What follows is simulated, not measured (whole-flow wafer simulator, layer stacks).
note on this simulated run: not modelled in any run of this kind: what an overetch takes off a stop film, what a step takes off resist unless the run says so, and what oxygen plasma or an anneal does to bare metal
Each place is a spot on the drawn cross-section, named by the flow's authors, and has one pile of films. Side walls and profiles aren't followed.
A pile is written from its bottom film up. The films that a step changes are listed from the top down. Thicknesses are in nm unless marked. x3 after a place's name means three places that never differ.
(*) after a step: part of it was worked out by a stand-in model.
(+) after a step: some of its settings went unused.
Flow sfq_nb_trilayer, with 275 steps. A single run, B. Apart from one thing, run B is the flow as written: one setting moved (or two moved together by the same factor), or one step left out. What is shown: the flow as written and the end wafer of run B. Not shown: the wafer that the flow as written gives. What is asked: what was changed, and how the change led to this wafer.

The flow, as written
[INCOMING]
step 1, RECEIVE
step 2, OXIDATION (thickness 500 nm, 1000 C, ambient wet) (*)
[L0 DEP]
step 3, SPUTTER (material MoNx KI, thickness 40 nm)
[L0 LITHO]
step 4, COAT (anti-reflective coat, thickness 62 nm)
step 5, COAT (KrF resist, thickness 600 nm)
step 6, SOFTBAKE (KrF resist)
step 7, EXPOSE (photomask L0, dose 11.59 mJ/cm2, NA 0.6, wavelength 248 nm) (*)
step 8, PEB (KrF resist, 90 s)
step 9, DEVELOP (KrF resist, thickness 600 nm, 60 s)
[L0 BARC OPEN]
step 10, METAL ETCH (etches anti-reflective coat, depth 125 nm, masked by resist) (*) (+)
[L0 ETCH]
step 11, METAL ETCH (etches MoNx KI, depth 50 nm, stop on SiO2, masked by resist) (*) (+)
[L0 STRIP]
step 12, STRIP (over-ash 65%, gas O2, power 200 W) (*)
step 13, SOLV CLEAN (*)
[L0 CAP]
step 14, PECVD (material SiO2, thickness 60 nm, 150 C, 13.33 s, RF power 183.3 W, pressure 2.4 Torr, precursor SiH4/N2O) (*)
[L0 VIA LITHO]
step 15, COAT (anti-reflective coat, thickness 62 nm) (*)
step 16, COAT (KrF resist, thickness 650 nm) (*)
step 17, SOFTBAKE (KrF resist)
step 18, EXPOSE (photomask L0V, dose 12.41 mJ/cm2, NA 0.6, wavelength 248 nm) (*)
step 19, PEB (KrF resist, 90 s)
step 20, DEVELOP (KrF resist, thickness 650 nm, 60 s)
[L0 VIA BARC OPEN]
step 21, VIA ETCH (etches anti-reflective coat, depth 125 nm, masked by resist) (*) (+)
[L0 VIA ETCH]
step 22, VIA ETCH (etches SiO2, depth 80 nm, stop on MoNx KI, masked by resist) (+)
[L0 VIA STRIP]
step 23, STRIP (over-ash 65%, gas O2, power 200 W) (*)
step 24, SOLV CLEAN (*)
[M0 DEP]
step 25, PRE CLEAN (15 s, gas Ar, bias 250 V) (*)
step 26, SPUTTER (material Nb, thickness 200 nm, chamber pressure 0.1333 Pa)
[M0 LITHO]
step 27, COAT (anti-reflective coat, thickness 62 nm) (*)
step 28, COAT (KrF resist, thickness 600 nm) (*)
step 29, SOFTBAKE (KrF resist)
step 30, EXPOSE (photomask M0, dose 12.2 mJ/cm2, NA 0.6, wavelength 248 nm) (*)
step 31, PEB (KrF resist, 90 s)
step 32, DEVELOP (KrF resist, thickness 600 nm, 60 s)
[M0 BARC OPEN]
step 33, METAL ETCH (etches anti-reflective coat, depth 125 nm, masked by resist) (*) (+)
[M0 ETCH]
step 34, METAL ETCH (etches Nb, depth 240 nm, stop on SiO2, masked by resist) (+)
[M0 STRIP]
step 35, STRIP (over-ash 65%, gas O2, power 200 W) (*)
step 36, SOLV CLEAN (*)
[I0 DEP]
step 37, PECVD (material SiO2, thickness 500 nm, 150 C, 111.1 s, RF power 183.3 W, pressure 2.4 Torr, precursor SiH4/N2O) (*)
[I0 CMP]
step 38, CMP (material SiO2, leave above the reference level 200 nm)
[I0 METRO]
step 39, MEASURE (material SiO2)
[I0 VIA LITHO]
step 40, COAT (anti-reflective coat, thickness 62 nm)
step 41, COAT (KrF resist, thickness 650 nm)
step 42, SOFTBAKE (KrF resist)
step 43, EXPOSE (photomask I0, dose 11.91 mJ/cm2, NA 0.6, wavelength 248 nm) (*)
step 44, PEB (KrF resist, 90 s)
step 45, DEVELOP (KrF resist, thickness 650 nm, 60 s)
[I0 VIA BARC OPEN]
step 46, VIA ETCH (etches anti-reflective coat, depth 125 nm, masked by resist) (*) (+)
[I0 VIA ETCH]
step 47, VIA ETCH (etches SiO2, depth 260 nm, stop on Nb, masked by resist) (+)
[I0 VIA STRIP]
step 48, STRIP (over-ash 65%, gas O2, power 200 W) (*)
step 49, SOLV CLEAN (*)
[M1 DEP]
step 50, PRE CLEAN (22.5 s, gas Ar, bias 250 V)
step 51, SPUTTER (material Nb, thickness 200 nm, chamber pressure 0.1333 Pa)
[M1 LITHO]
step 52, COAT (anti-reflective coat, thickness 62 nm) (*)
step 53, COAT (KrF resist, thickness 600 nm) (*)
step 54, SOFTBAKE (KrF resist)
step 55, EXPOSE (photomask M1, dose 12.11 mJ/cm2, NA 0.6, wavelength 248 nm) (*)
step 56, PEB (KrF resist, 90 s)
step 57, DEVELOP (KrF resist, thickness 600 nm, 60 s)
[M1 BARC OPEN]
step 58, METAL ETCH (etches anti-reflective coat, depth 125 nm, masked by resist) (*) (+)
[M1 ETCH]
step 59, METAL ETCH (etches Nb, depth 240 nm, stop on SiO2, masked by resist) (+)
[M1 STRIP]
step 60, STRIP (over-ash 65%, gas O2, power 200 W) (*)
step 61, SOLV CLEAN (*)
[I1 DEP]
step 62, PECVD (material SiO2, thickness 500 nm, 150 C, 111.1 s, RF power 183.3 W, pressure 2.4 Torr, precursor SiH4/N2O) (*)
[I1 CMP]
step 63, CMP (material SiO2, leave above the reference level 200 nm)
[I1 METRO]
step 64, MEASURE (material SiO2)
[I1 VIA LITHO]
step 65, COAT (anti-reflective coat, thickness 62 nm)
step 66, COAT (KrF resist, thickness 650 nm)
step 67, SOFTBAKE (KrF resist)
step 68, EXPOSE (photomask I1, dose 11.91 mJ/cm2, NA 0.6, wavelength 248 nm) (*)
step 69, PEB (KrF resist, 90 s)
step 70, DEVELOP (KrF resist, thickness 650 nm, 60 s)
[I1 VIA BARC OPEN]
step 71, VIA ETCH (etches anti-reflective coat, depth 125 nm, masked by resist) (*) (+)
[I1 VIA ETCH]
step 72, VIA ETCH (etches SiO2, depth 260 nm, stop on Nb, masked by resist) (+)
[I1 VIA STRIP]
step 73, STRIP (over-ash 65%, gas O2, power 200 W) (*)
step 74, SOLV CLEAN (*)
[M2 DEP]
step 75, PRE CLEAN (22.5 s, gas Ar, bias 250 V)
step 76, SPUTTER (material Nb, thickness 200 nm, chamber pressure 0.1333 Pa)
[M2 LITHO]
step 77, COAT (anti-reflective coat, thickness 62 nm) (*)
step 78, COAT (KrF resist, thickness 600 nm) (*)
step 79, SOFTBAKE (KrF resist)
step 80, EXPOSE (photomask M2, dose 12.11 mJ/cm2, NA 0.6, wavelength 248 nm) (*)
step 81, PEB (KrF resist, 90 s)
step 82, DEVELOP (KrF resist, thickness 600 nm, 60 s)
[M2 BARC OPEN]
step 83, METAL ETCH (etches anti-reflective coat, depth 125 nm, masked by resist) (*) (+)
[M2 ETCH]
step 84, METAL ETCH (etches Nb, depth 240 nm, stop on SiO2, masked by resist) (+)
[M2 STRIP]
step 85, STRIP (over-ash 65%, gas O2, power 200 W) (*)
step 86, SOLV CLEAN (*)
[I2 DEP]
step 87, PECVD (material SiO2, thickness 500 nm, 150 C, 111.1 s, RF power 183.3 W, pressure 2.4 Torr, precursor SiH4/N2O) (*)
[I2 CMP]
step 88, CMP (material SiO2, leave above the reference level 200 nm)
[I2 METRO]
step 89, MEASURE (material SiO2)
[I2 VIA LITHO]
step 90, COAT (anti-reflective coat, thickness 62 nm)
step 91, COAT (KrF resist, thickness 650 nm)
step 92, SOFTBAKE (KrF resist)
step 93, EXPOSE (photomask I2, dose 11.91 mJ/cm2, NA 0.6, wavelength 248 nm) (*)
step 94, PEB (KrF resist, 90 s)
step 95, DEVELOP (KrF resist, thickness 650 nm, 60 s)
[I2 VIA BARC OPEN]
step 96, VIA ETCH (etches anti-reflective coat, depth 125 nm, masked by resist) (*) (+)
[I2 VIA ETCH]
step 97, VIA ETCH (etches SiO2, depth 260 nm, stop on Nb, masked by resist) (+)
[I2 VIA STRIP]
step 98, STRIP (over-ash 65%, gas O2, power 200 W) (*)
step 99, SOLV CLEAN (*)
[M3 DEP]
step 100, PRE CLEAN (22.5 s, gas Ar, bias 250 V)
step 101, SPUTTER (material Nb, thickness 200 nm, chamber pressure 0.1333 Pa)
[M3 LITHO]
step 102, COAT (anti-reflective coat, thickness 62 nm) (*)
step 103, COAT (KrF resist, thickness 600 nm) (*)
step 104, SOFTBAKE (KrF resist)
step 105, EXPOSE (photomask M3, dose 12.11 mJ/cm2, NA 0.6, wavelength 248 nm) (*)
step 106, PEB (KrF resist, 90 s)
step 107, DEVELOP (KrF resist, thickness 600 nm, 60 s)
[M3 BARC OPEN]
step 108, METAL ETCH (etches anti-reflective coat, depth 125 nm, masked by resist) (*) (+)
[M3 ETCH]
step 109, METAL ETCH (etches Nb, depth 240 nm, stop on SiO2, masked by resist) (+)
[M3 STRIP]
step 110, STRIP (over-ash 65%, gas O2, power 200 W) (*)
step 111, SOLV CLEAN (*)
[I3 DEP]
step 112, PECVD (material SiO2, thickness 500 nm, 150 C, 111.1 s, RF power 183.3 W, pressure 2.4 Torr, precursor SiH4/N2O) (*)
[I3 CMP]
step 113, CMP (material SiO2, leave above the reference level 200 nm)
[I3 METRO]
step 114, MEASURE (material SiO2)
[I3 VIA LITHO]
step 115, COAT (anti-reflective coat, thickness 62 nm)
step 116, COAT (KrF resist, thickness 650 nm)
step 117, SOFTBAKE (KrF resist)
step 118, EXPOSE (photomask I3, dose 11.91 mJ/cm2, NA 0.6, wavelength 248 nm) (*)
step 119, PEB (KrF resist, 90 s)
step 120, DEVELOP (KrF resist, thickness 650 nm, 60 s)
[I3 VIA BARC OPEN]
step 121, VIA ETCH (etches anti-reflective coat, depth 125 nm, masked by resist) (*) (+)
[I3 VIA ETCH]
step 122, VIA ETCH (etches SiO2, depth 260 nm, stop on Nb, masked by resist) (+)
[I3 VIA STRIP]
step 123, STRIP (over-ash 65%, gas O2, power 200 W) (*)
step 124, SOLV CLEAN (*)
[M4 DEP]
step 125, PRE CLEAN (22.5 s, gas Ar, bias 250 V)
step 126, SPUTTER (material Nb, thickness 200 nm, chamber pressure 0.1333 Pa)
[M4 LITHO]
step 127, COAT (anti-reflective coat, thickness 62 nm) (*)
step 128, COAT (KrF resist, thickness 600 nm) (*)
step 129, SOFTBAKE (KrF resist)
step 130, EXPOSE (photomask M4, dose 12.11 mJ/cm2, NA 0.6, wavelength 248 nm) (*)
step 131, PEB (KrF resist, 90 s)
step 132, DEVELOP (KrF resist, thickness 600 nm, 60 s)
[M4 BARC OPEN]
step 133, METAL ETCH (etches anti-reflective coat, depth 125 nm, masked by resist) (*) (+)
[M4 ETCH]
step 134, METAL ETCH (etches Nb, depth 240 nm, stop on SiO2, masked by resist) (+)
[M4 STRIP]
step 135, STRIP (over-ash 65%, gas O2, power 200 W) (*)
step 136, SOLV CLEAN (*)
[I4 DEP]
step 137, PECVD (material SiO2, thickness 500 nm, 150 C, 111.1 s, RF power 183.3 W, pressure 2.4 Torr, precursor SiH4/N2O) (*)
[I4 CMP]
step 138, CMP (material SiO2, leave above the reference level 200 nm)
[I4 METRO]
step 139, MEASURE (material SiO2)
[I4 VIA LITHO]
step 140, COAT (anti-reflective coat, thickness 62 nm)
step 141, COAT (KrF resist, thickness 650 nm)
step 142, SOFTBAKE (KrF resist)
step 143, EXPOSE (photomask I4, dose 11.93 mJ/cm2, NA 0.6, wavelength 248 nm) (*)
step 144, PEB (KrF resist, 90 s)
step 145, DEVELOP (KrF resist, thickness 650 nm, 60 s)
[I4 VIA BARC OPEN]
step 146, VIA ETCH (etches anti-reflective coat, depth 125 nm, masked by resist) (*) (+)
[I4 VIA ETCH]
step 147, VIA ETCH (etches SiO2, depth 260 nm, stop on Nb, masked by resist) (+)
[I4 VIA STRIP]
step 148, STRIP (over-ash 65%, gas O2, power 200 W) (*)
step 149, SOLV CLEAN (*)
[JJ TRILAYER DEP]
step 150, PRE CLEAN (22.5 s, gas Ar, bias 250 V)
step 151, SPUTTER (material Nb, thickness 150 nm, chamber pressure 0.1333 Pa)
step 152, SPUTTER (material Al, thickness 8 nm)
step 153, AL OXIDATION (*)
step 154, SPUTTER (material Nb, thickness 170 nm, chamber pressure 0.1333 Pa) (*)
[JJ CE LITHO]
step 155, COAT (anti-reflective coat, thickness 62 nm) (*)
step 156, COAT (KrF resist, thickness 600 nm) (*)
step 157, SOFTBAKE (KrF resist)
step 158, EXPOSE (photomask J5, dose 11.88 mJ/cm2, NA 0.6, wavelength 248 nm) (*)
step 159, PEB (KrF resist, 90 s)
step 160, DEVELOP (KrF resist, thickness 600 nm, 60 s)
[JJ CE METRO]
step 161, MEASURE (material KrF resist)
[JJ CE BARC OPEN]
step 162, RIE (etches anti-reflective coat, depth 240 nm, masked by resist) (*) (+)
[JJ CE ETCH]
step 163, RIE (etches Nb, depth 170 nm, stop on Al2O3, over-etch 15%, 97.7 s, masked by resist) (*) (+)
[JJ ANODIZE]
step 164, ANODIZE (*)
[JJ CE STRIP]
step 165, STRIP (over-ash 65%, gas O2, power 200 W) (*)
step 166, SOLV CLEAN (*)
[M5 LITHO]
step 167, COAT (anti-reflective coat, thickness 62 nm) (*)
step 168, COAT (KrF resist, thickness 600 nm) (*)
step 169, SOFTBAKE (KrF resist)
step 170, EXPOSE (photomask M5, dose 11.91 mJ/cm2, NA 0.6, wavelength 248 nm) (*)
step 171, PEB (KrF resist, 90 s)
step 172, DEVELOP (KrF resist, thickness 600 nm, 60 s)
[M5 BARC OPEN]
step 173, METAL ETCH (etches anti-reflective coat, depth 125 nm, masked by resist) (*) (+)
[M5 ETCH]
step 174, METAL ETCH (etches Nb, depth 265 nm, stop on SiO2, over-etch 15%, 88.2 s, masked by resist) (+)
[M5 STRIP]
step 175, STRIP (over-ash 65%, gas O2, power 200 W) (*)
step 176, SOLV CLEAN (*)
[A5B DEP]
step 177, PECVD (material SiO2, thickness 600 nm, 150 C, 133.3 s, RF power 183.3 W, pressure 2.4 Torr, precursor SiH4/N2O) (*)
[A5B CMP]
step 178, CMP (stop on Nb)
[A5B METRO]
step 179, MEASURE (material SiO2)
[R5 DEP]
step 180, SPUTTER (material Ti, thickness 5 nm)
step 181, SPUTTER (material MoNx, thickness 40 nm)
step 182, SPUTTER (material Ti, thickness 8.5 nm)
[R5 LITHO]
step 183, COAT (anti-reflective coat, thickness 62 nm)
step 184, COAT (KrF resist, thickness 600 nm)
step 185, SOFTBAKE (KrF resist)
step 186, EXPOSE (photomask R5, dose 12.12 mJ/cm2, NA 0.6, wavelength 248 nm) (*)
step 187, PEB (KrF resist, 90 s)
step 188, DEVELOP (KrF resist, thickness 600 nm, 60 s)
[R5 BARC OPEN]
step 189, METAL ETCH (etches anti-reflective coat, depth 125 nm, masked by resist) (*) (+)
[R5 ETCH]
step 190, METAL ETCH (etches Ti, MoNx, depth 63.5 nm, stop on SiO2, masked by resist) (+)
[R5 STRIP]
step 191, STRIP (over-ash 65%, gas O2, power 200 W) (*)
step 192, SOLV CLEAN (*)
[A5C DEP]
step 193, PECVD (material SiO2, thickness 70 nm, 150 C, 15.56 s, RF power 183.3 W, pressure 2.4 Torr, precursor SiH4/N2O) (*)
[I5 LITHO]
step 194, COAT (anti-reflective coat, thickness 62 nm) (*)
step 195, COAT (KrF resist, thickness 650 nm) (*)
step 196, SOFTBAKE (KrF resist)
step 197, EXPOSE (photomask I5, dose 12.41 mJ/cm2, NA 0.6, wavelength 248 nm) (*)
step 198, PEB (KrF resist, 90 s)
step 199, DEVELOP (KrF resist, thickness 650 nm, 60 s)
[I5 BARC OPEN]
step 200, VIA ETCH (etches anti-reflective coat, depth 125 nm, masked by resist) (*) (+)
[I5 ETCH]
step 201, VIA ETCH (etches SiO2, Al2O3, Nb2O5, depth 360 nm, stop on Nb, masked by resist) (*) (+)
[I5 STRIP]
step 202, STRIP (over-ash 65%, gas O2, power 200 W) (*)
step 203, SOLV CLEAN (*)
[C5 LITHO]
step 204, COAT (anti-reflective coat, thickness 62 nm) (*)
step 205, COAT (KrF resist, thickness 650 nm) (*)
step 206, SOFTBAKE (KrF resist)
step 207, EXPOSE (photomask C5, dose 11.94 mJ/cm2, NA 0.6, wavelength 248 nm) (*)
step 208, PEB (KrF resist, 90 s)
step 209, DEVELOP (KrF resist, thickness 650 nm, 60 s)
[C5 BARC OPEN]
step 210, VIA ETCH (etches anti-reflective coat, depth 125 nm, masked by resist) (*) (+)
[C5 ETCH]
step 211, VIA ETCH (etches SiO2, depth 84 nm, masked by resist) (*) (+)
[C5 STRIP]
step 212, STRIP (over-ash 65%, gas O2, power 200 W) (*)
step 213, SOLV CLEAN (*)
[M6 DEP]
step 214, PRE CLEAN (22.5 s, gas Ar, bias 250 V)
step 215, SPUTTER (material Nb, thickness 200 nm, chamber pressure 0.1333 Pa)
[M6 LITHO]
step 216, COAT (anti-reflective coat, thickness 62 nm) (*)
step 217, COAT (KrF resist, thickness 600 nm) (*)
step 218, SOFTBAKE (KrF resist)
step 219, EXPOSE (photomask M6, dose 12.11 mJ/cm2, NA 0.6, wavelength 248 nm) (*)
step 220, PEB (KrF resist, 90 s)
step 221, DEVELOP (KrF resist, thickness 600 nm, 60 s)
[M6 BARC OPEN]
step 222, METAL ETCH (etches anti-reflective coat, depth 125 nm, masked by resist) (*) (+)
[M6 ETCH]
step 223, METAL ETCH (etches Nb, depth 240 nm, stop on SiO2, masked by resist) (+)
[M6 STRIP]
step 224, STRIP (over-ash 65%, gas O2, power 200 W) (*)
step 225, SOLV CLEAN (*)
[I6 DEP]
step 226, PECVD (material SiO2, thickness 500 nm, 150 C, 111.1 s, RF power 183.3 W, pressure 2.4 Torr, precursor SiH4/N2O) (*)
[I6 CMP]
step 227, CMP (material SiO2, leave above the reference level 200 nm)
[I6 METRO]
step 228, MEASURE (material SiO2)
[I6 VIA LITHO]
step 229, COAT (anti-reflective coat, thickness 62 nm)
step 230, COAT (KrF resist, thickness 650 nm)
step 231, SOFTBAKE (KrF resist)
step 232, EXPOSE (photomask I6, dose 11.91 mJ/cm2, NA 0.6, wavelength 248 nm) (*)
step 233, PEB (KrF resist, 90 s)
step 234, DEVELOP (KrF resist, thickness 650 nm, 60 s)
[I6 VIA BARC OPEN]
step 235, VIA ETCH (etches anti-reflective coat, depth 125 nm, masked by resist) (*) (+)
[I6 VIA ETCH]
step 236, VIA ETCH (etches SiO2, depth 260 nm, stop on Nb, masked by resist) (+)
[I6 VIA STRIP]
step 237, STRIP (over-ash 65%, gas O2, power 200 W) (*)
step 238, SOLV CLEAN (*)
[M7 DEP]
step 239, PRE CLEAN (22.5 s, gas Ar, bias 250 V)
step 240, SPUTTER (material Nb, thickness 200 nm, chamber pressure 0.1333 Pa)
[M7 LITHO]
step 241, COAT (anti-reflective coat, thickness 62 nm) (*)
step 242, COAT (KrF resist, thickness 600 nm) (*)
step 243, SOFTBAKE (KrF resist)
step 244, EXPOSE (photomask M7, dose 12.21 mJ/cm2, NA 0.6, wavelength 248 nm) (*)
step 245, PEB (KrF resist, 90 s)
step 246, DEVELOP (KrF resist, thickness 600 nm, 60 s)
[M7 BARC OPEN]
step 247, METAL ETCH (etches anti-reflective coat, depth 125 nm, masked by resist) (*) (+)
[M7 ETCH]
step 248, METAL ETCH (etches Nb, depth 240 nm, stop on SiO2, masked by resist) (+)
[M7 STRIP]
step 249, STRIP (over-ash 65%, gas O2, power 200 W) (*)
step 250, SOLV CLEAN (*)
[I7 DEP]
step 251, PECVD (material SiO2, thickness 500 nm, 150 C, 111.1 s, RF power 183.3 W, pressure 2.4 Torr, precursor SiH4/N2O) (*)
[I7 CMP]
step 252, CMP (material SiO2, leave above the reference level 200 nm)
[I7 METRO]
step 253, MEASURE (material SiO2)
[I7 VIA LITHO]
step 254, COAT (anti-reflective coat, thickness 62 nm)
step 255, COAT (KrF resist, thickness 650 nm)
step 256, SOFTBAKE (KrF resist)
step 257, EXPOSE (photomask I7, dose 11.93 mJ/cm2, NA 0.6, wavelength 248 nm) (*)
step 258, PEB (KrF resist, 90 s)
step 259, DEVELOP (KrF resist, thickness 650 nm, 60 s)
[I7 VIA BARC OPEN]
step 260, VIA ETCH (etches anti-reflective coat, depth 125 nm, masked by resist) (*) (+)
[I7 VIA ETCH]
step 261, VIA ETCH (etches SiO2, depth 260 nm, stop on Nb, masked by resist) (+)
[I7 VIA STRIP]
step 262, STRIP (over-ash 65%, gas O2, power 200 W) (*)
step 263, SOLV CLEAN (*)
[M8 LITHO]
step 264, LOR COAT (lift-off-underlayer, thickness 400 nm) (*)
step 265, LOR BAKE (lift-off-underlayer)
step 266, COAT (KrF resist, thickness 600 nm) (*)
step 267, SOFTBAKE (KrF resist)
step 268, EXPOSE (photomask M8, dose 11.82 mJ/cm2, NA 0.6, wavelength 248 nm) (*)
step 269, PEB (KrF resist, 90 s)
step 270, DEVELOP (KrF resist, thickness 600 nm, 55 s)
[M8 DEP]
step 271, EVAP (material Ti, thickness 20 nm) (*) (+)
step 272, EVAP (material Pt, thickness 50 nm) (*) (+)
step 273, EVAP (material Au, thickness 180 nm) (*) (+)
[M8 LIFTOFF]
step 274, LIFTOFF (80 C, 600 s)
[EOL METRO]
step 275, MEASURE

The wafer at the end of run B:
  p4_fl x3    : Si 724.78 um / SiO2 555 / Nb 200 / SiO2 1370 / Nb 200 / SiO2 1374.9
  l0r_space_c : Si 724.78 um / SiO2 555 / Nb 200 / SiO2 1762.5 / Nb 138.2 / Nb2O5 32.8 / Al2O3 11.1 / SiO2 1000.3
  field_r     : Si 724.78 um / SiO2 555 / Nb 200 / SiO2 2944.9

The reason: step 152, SPUTTER: thickness 7.04 nm was run, though the flow has thickness 8 nm.

Step by step, how the change led to this:
  step 152, SPUTTER (material Al, thickness 8 nm)
      field_l, v_sur, via_sp and 100 more: +7.04 Al (new film) (in the flow as written it would be: +8 Al (new film))
      via_wl, via_wr: +4.52 Al (new film) (in the flow as written it would be: +5.14 Al (new film))
      (also at 1 further place)
  step 164, ANODIZE (*)
      field_l, v_sur, via_sp and 96 more: +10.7 Al2O3, +32.8 Nb2O5 (new film), -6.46 Al (all of it), -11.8 Nb (in the flow as written it would be: +12.2 Al2O3, +29.9 Nb2O5 (new film), -7.42 Al (all of it), -10.8 Nb)
      via_wl, via_wr: +6.5 Al2O3 (new film), +41 Nb2O5 (new film), -3.94 Al (all of it), -14.7 Nb (in the flow as written it would be: +7.52 Al2O3 (new film), +39.2 Nb2O5 (new film), -4.56 Al (all of it), -14.1 Nb)
      (also at 1 further place)
  step 167, COAT (anti-reflective coat, thickness 62 nm) (*)
      ce_l: +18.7 anti-reflective coat (new film) (in the flow as written it would be: +19.6 anti-reflective coat (new film))
      ce_r: +18.8 anti-reflective coat (new film) (in the flow as written it would be: +19.7 anti-reflective coat (new film))
  step 174, METAL ETCH (etches Nb, depth 265 nm, stop on SiO2, over-etch 15%, 88.2 s, masked by resist) (+)
      field_l, r_sur, res and 50 more: -11 Al2O3 (all of it), -32.8 Nb2O5 (all of it), -138.2 Nb (all of it), -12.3 SiO2 (in the flow as written it would be: -12.6 Al2O3 (all of it), -29.9 Nb2O5 (all of it), -139.2 Nb (all of it), -12.3 SiO2)
  step 175, STRIP (over-ash 65%, gas O2, power 200 W) (*)
      ce_l: -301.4 KrF resist (all of it), -18.7 anti-reflective coat (all of it) (in the flow as written it would be: -299.6 KrF resist (all of it), -19.6 anti-reflective coat (all of it))
      ce_r: -301.6 KrF resist (all of it), -18.8 anti-reflective coat (all of it) (in the flow as written it would be: -299.9 KrF resist (all of it), -19.7 anti-reflective coat (all of it))
  step 201, VIA ETCH (etches SiO2, Al2O3, Nb2O5, depth 360 nm, stop on Nb, masked by resist) (*) (+)
      be: -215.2 SiO2 (all of it), -11.1 Al2O3 (all of it), -32.8 Nb2O5 (all of it) (in the flow as written it would be: -216.4 SiO2 (all of it), -12.7 Al2O3 (all of it), -29.9 Nb2O5 (all of it))
